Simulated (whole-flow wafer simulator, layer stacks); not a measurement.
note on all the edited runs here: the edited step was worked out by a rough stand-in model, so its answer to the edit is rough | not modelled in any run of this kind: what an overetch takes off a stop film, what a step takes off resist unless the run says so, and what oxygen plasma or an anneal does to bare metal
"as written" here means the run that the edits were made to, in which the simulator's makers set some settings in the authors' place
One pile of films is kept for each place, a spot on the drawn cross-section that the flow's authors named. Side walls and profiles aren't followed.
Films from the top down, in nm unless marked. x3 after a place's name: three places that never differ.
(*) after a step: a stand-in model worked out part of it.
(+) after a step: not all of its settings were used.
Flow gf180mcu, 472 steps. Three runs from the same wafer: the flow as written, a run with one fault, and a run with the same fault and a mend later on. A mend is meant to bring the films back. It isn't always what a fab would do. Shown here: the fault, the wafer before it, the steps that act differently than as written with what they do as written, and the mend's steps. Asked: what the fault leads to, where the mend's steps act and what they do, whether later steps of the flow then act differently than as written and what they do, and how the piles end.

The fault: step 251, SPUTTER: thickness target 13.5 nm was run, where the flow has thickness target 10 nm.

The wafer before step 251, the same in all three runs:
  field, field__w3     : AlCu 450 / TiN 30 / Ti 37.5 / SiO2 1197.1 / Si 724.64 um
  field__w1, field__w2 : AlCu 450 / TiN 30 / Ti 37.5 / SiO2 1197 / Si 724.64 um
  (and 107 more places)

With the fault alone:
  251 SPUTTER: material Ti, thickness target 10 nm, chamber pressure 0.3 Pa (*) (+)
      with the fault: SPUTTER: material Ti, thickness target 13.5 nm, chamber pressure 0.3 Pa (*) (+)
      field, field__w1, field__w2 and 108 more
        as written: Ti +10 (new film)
        with the fault: Ti +13.5 (new film)
  Later steps of the flow that act differently than as written (5 more steps differ only slightly, by at most 2% or 0.5 nm, whichever is larger, and aren't shown):
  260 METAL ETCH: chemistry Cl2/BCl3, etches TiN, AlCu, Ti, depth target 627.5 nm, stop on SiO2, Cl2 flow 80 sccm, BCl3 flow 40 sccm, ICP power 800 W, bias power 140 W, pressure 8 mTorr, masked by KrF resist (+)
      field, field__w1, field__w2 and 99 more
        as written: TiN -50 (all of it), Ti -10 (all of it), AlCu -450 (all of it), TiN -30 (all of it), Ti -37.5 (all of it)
        with the fault: TiN -50 (all of it), Ti -13.5 (all of it), AlCu -450 (all of it), TiN -30 (all of it), Ti -37.5 (all of it)
  At the end the piles differ from the flow's by more than 2% or 0.5 nm, whichever is larger, at field__w8, contact, m1 and 6 more.
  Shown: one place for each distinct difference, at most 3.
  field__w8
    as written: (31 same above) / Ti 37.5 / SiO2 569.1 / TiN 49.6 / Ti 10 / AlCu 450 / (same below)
    with the fault: (31 same above) / Ti 37.5 / SiO2 565.6 / TiN 49.6 / Ti 13.5 / AlCu 450 / (same below)
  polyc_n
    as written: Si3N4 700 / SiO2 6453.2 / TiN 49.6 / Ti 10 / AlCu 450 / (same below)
    with the fault: Si3N4 700 / SiO2 6449.7 / TiN 49.6 / Ti 13.5 / AlCu 450 / (same below)
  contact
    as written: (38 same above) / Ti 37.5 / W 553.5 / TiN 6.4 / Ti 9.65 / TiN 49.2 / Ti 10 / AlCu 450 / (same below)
    with the fault: (38 same above) / Ti 37.5 / W 550 / TiN 6.42 / Ti 9.67 / TiN 49.2 / Ti 13.5 / AlCu 450 / (same below)

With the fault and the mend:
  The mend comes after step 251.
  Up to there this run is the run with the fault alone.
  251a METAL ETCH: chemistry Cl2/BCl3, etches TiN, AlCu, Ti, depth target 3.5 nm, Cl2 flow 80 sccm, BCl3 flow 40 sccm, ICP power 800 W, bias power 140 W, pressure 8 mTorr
      field, field__w1, field__w2 and 108 more
        Ti -3.5
  No later step of the flow acts differently than as written at any place that is followed.
  At the end the piles are the same as the flow's at every place that both follow.
